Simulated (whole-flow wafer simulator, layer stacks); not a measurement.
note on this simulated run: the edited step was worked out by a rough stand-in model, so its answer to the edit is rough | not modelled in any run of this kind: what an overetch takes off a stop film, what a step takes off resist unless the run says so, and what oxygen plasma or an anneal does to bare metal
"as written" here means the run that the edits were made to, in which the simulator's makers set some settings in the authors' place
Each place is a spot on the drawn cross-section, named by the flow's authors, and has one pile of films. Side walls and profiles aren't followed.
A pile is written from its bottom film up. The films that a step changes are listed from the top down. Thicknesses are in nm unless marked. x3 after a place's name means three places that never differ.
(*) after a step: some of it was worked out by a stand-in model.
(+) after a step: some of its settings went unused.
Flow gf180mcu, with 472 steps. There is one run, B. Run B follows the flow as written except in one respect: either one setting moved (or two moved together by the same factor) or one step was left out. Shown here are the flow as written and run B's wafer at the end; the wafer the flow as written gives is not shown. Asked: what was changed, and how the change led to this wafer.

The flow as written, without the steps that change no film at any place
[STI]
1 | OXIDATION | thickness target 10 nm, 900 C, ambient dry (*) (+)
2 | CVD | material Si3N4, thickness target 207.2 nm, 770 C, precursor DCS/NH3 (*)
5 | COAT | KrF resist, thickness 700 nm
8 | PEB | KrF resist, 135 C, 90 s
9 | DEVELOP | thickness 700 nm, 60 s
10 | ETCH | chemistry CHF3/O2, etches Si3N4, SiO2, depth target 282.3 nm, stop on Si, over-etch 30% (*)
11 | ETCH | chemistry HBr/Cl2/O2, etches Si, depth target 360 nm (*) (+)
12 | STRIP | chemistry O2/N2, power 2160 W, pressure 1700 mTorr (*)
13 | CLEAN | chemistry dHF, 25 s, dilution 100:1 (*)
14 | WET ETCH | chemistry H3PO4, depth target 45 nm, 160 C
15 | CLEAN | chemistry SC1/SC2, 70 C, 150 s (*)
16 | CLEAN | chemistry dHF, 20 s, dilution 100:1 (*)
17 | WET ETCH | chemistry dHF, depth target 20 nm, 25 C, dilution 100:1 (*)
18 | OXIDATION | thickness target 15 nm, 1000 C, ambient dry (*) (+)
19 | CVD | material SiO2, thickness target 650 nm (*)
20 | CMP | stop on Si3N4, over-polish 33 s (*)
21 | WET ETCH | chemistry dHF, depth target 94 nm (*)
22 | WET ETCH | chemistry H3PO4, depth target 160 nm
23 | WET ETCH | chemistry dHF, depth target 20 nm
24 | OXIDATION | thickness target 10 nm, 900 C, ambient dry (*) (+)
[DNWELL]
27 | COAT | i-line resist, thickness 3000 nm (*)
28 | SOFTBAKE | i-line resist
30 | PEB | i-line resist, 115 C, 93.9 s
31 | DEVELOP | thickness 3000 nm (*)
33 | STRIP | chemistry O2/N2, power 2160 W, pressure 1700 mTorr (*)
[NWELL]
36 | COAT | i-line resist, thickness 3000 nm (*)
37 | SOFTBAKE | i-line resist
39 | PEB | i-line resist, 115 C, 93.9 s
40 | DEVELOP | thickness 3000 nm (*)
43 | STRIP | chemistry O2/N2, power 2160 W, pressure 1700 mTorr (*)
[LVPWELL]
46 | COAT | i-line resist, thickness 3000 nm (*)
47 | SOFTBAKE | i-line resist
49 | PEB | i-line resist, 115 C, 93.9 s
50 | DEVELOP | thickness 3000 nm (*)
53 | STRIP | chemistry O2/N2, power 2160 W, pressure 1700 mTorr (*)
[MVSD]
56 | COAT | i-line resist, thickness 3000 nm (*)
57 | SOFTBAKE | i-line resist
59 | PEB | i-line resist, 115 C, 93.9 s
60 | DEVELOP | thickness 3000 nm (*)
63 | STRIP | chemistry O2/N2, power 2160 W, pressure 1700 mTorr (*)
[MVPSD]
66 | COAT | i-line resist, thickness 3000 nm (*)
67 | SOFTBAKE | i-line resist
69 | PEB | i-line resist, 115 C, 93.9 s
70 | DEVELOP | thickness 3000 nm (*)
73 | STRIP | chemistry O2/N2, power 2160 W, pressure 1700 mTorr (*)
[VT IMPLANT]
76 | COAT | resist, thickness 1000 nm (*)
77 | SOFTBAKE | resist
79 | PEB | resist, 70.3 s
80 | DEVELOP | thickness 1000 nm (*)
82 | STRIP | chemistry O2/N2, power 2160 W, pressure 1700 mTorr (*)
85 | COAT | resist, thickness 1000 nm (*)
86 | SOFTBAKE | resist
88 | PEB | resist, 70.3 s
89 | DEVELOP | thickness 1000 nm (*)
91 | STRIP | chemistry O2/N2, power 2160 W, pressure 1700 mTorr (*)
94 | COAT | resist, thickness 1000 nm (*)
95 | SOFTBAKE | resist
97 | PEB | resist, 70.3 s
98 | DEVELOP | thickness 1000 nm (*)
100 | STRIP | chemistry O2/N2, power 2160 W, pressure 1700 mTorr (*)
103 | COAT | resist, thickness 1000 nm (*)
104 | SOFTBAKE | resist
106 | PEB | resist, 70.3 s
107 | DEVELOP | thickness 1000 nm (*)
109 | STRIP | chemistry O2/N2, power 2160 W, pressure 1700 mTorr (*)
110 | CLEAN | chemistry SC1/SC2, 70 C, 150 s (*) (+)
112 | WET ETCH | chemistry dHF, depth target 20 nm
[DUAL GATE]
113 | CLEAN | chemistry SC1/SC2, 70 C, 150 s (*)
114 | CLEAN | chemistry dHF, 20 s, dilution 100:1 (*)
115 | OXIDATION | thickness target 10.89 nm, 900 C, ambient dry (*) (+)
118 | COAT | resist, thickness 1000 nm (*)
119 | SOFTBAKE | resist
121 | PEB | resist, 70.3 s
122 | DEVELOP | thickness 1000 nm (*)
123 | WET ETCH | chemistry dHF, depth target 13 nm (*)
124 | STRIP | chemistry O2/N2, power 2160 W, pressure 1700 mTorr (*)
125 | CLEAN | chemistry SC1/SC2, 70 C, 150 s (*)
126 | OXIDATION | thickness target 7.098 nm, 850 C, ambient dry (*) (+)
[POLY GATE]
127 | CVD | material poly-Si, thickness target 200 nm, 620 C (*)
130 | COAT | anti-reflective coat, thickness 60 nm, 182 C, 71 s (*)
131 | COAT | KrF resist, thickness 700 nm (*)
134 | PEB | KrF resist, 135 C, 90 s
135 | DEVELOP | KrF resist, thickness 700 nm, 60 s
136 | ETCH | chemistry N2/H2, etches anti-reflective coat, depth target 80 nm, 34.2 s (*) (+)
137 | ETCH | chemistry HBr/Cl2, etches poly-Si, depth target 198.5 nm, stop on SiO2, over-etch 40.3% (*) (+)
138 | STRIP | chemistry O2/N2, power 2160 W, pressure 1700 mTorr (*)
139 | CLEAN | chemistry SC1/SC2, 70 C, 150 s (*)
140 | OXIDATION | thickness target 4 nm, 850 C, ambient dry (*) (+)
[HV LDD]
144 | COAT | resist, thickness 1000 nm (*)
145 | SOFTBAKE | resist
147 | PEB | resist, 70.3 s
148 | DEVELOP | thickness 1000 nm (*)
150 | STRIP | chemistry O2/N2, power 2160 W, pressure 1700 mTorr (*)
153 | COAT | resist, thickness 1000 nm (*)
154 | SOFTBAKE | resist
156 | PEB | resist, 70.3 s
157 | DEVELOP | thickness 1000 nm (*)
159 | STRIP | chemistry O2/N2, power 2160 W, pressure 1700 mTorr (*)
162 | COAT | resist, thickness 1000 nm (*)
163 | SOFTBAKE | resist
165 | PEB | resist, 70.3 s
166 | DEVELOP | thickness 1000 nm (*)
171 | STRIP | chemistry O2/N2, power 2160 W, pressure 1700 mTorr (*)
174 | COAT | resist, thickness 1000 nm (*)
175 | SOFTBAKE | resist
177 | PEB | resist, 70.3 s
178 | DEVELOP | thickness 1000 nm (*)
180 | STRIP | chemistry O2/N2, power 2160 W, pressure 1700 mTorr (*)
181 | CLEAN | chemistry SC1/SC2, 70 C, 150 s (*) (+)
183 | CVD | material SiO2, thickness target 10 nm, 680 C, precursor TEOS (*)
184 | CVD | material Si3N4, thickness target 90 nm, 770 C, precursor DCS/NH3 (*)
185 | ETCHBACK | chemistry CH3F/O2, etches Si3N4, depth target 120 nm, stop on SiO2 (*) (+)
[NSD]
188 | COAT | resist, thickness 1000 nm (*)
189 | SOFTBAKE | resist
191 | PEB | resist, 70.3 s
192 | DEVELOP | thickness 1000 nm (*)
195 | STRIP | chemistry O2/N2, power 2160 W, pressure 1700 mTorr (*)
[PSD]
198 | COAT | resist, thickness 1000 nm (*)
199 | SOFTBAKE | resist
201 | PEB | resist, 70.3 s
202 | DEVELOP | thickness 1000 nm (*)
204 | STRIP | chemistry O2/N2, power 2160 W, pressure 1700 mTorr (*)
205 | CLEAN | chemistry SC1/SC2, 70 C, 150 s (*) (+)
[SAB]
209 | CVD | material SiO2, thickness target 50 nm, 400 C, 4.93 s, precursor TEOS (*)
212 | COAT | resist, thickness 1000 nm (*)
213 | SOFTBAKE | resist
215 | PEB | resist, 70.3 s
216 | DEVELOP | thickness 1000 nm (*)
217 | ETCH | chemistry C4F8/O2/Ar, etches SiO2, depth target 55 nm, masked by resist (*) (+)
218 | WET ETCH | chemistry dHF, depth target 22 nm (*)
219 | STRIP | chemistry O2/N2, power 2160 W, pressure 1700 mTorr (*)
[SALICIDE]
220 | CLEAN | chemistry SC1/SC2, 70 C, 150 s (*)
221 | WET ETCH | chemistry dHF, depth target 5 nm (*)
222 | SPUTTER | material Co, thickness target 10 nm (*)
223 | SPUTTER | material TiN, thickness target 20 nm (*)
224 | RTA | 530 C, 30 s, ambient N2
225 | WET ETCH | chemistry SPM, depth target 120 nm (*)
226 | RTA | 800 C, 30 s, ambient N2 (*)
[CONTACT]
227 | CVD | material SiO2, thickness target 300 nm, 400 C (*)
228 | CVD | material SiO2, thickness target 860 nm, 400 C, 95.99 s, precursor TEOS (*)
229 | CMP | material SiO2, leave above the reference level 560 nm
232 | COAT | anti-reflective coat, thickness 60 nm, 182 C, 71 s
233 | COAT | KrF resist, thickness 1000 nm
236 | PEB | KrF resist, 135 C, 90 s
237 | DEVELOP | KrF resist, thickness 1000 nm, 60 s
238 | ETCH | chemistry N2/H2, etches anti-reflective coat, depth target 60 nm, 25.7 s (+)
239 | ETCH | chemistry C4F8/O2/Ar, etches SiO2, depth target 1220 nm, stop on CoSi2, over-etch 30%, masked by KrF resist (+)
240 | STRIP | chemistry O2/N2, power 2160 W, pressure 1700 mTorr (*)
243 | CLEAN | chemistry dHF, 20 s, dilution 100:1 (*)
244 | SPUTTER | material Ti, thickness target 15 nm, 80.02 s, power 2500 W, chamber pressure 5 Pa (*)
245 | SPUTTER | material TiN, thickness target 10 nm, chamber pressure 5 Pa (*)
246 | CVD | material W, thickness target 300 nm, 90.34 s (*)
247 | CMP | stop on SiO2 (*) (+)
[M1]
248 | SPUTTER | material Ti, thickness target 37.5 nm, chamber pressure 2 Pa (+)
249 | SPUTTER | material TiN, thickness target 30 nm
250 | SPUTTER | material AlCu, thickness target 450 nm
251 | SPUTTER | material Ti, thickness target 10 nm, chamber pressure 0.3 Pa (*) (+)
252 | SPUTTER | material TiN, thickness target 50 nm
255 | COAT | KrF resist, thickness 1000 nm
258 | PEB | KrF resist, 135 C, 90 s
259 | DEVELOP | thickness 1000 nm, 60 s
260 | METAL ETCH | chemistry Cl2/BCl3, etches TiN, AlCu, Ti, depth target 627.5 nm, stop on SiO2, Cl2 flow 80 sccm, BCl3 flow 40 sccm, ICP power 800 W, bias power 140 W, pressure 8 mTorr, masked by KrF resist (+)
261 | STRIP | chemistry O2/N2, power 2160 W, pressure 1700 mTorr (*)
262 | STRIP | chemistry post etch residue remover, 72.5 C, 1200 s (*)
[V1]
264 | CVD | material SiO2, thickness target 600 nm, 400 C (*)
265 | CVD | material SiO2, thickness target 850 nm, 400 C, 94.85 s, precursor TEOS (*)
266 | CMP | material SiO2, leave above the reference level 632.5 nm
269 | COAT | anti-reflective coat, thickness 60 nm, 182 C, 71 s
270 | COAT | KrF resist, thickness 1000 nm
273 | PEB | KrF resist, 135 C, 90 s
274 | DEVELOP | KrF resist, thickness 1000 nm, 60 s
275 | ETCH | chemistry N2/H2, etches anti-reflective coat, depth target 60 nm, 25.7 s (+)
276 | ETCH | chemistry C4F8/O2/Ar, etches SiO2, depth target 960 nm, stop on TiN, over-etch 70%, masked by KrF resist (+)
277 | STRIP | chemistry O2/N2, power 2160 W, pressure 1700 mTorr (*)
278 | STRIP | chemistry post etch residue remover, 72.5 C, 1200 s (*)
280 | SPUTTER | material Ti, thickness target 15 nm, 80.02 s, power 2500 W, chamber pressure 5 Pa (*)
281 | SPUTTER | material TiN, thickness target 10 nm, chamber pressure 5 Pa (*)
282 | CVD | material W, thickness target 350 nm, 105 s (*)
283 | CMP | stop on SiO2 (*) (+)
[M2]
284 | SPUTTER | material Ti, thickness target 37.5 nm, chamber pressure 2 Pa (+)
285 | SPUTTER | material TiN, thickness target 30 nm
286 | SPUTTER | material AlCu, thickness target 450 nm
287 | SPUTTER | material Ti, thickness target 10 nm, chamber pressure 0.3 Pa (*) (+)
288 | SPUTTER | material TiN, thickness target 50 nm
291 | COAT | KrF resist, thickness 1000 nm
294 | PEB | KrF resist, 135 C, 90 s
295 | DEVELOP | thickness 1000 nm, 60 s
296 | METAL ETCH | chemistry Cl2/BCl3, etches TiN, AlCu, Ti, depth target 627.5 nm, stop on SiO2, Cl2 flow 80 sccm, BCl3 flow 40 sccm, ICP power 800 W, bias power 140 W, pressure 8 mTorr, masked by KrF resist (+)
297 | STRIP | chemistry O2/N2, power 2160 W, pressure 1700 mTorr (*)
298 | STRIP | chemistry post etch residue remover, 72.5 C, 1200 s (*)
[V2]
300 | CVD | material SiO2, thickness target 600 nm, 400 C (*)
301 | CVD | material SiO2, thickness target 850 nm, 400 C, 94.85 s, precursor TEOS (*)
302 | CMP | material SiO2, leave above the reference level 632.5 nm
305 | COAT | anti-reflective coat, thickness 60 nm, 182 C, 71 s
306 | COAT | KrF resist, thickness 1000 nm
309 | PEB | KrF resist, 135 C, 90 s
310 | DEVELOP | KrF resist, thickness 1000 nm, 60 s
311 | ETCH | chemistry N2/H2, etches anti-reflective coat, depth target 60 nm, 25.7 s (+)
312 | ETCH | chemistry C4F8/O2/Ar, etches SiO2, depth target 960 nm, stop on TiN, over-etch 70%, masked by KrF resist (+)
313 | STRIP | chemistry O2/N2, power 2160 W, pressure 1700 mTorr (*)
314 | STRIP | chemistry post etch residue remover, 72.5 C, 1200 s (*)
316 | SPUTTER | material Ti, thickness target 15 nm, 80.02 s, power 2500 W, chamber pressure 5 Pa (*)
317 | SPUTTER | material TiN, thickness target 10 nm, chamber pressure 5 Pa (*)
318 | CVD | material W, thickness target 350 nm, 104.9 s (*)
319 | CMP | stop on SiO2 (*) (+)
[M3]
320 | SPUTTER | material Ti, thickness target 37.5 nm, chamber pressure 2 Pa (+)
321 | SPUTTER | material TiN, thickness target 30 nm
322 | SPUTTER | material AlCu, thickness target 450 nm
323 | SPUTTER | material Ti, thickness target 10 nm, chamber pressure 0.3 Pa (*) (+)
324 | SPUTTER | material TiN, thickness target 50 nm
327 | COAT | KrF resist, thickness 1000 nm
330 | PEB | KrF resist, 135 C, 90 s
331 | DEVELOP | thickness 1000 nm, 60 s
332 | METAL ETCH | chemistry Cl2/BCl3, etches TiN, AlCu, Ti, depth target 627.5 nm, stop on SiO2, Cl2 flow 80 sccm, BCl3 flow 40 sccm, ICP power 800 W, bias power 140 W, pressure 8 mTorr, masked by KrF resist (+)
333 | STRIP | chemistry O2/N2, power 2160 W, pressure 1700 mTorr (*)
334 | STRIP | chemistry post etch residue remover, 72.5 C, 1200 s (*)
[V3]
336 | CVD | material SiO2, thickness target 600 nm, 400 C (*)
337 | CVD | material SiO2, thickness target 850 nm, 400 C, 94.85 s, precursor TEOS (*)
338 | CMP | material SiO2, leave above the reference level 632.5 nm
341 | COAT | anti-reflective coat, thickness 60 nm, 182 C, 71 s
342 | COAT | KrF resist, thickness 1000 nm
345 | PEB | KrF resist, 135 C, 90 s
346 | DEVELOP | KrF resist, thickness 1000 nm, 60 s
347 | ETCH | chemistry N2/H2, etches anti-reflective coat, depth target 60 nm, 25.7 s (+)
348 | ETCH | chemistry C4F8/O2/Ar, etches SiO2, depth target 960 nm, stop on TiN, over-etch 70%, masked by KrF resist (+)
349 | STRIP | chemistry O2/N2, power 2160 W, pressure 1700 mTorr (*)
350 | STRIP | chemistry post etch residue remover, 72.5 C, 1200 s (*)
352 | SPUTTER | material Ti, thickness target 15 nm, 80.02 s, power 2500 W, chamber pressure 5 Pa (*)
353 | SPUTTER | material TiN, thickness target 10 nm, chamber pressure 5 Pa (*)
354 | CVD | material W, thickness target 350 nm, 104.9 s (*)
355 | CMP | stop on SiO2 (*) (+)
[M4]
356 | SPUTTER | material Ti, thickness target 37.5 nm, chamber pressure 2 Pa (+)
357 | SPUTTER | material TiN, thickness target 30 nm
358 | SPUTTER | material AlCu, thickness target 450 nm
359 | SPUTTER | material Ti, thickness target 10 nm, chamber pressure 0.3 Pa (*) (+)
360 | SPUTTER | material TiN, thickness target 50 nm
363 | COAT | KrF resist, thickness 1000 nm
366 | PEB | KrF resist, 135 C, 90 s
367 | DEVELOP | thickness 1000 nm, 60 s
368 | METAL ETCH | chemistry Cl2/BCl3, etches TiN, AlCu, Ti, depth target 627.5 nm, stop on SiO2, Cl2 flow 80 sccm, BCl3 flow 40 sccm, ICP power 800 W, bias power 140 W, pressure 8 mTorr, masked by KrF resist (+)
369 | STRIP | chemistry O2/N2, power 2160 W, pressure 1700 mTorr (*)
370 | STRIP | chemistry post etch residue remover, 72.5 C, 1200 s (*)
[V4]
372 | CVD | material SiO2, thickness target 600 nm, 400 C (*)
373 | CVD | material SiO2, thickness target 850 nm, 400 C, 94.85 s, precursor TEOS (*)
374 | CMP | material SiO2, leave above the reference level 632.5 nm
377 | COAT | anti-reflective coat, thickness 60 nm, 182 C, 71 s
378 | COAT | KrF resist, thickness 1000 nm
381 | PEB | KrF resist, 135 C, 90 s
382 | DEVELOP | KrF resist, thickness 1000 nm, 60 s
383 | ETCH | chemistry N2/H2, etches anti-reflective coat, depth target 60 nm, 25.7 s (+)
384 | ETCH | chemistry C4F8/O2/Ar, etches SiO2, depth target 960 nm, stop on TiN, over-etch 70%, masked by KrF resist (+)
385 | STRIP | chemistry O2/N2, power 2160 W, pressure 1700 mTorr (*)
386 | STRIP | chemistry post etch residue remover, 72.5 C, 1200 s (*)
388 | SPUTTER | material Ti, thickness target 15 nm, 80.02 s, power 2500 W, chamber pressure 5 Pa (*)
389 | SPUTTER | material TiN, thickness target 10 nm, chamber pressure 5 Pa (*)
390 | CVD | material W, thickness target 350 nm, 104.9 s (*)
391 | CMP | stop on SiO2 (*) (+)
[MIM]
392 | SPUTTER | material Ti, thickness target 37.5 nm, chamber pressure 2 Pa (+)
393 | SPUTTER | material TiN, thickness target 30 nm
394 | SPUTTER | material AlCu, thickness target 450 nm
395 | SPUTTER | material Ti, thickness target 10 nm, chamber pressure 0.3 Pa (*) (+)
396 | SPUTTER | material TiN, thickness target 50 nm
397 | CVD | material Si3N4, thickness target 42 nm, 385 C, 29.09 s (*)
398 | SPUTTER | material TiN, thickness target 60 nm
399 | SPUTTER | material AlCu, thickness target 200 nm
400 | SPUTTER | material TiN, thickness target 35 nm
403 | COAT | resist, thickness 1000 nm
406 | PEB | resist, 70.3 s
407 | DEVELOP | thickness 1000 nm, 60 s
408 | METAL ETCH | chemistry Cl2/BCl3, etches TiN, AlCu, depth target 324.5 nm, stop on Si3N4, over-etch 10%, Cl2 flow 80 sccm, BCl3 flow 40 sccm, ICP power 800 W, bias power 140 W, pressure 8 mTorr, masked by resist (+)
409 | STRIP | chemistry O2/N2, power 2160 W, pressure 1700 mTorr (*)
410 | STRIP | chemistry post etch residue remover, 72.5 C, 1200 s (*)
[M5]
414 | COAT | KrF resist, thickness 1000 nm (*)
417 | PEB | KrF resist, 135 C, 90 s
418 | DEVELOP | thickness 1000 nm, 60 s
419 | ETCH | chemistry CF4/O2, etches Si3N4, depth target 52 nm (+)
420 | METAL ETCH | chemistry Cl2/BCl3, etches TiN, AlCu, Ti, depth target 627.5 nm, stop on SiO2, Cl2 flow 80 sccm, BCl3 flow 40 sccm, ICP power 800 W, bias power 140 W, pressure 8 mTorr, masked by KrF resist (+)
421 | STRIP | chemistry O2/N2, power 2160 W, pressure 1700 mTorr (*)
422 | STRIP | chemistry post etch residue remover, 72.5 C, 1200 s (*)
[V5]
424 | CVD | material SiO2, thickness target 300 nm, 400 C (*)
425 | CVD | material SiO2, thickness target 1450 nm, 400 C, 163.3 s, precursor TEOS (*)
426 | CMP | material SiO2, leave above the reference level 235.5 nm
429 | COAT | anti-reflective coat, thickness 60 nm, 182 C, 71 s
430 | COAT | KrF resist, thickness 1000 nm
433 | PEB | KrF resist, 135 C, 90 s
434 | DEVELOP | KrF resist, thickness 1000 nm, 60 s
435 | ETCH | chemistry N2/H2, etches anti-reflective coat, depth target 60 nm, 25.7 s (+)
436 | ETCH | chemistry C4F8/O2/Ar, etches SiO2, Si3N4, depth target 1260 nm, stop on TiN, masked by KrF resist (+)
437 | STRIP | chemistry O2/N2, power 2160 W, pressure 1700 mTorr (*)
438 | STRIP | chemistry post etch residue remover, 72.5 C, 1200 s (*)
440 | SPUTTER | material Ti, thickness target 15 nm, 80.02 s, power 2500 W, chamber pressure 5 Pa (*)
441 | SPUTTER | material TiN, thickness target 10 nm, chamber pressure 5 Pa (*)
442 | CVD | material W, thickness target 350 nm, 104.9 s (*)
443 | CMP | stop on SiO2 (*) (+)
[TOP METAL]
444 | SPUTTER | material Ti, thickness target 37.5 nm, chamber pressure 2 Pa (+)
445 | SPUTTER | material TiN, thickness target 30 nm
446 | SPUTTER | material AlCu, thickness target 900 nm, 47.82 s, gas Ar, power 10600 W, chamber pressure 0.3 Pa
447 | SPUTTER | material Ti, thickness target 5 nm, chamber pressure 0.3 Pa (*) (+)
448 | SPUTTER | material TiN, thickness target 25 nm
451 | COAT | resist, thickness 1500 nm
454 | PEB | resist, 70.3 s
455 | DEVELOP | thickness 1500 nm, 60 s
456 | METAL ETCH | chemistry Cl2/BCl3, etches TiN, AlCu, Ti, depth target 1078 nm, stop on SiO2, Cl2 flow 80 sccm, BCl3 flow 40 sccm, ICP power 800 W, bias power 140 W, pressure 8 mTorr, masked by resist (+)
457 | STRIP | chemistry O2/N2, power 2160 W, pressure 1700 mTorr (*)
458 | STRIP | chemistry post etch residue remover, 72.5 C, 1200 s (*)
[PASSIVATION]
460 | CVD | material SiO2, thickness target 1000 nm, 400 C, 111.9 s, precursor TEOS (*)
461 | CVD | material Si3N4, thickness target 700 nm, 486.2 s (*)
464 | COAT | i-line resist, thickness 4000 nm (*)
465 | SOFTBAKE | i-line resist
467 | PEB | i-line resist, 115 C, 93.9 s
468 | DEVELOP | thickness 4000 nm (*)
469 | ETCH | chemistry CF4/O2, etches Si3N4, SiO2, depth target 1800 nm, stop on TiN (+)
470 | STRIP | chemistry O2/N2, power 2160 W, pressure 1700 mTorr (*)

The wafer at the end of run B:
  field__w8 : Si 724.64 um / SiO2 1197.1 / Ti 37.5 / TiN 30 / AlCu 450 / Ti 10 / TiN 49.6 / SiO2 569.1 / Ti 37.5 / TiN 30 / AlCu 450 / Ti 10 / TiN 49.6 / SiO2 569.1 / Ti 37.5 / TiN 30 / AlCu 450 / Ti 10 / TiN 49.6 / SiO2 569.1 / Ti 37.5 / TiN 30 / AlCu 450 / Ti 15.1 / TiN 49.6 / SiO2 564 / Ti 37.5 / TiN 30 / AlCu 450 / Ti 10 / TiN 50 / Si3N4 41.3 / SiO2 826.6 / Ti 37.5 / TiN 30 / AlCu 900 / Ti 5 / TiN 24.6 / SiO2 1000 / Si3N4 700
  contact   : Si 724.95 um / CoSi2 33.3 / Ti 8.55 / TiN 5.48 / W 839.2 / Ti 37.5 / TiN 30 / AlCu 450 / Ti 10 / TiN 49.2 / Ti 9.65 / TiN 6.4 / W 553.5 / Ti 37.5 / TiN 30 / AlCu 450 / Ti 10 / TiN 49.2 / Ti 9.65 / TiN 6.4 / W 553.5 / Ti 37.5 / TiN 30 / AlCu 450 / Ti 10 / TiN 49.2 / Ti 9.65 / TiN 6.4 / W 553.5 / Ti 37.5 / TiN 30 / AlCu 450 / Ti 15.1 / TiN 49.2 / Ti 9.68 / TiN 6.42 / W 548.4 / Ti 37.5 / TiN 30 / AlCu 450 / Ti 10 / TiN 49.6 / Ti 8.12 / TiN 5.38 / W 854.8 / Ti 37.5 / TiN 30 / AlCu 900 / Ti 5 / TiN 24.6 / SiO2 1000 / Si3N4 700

What caused this: step 359, SPUTTER: thickness target 15.1 nm was run, whereas the flow has thickness target 10 nm.
The wafer itself shows it: field__w8 has Ti 15.1, and step 359 as written asks for 10 nm.

Step by step, how the change led to this:
  359 | SPUTTER | material Ti, thickness target 10 nm, chamber pressure 0.3 Pa (*) (+)
      field, field__w1, field__w2 and 108 more: +15.1 Ti (new film) (it would be, as written: +10 Ti (new film))
  368 | METAL ETCH | chemistry Cl2/BCl3, etches TiN, AlCu, Ti, depth target 627.5 nm, stop on SiO2, Cl2 flow 80 sccm, BCl3 flow 40 sccm, ICP power 800 W, bias power 140 W, pressure 8 mTorr, masked by KrF resist (+)
      field, field__w1, field__w2 and 103 more: -50 TiN (all of it), -15.1 Ti (all of it), -450 AlCu (all of it), -30 TiN (all of it), -37.5 Ti (all of it) (it would be, as written: -50 TiN (all of it), -10 Ti (all of it), -450 AlCu (all of it), -30 TiN (all of it), -37.5 Ti (all of it))
